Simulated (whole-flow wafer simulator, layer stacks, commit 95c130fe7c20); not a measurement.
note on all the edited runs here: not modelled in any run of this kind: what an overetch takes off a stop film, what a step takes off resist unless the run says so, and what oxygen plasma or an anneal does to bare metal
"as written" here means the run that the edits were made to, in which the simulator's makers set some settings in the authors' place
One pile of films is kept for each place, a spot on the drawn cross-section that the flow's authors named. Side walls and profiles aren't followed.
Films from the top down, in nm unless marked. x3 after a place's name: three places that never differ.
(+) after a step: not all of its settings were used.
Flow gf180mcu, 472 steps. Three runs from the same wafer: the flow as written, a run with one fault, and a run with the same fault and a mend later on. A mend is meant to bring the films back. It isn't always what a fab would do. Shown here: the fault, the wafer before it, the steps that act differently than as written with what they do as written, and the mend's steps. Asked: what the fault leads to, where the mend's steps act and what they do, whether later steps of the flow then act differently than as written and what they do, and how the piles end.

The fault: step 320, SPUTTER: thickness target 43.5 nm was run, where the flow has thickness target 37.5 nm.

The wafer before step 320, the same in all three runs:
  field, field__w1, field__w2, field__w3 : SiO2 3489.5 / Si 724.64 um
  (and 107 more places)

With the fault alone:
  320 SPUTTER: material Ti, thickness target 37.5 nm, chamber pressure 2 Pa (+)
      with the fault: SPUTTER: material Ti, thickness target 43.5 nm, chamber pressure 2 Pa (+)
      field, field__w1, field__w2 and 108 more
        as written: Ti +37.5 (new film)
        with the fault: Ti +43.5 (new film)
  Later steps of the flow that act differently than as written (1 more step differs only slightly, by at most 2% or 0.5 nm, whichever is larger, and isn't shown):
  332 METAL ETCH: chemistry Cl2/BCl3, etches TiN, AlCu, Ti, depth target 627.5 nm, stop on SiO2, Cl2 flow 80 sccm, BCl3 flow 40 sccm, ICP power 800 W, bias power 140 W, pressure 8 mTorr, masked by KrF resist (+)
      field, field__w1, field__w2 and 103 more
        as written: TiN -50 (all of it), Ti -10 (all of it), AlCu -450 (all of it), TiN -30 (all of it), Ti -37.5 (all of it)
        with the fault: TiN -50 (all of it), Ti -10 (all of it), AlCu -450 (all of it), TiN -30 (all of it), Ti -43.5 (all of it)
  At the end the piles differ from the flow's by more than 2% or 0.5 nm, whichever is larger, at field__w8, contact, m1, m1__w1, m1_nw.
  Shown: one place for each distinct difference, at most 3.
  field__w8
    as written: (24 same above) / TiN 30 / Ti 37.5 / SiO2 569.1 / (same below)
    with the fault: (24 same above) / TiN 30 / Ti 43.5 / SiO2 569.1 / (same below)
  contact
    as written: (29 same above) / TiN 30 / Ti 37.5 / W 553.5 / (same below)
    with the fault: (29 same above) / TiN 30 / Ti 43.5 / W 553.5 / (same below)

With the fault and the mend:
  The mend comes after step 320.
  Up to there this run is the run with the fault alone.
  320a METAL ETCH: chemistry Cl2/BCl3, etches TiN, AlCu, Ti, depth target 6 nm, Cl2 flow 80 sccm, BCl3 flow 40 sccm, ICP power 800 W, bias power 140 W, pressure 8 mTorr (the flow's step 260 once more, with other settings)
      field, field__w1, field__w2 and 108 more
        Ti -6
  No later step of the flow acts differently than as written at any place that is followed.
  At the end the piles are the same as the flow's at every place that both follow.
